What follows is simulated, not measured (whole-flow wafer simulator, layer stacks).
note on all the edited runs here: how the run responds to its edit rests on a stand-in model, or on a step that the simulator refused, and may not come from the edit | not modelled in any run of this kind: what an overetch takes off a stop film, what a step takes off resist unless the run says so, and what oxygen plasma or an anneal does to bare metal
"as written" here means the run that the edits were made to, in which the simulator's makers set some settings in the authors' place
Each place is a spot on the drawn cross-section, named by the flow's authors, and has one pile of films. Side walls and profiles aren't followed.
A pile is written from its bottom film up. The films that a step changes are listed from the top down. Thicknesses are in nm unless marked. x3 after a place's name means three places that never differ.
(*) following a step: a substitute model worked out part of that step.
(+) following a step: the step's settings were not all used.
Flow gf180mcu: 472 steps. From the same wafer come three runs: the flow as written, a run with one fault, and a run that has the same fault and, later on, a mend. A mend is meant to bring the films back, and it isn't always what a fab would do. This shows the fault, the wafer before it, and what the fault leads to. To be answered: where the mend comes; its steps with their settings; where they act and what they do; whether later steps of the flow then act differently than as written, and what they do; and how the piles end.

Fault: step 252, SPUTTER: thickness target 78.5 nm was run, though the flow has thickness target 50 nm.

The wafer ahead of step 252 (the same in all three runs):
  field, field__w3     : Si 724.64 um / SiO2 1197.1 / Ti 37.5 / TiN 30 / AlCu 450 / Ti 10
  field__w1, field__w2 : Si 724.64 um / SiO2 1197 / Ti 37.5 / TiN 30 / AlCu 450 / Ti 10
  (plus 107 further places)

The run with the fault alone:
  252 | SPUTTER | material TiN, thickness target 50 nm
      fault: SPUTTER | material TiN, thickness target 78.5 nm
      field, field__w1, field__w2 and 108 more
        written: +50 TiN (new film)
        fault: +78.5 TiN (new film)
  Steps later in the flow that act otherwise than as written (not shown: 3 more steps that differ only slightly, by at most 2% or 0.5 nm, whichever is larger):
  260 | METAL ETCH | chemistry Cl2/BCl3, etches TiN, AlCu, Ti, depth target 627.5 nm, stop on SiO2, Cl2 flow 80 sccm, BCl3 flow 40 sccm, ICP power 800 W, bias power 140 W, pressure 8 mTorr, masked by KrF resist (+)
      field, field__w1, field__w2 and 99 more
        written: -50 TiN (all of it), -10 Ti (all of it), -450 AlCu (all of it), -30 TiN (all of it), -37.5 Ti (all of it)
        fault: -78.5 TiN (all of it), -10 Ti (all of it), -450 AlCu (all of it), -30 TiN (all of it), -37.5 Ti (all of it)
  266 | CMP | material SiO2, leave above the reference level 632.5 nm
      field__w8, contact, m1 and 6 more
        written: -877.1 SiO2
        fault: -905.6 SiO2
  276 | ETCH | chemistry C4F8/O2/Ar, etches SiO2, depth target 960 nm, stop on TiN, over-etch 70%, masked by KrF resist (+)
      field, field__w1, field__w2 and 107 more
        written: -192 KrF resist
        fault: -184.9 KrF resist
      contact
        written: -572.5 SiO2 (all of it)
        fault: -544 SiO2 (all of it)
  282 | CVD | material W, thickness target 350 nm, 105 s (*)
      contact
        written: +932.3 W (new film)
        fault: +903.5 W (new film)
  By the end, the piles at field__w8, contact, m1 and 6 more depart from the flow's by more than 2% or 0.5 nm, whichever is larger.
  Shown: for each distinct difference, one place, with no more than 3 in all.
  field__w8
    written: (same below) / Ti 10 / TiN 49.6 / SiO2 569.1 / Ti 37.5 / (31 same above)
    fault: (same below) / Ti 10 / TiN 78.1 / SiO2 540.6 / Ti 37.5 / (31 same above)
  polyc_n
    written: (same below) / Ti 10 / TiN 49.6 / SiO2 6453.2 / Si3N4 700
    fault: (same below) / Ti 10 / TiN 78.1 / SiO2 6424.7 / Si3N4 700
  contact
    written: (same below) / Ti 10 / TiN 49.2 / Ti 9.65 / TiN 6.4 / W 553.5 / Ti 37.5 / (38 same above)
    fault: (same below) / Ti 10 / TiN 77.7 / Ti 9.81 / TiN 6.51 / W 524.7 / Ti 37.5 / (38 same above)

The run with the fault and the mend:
  The mend follows step 259.
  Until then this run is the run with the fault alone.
  259a | STRIP | chemistry O2/N2, power 2160 W, pressure 1700 mTorr (*)
      field__w8, contact, m1 and 6 more
        -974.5 KrF resist (all of it)
  259b | METAL ETCH | chemistry Cl2/BCl3, etches TiN, AlCu, Ti, depth target 28.5 nm, Cl2 flow 80 sccm, BCl3 flow 40 sccm, ICP power 800 W, bias power 140 W, pressure 8 mTorr
      field, field__w1, field__w2 and 108 more
        -28.5 TiN
  259c | HMDS | 120 C, 60 s (the flow's step 254 again)
      does not change any film at any place that is followed
  259d | COAT | KrF resist, thickness 1000 nm (the flow's step 255 again)
      field, field__w1, field__w2 and 108 more
        +1000 KrF resist (new film)
  259e | SOFTBAKE | KrF resist (the flow's step 256 again)
      does not change any film at any place that is followed
  259f | EXPOSE | photomask Metal1 (the flow's step 257 again)
      does not change any film at any place that is followed
  259g | PEB | KrF resist, 135 C, 90 s (the flow's step 258 again)
      field, field__w1, field__w2 and 108 more
        -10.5 KrF resist
  259h | DEVELOP | thickness 1000 nm, 60 s (the flow's step 259 again)
      field, field__w1, field__w2 and 99 more
        -989.5 KrF resist (all of it)
      field__w8, contact, m1 and 6 more
        -14.9 KrF resist
  Later steps of the flow that are run all act as written at every place that is followed.
  At every place that both follow, the piles at the end match the flow's.
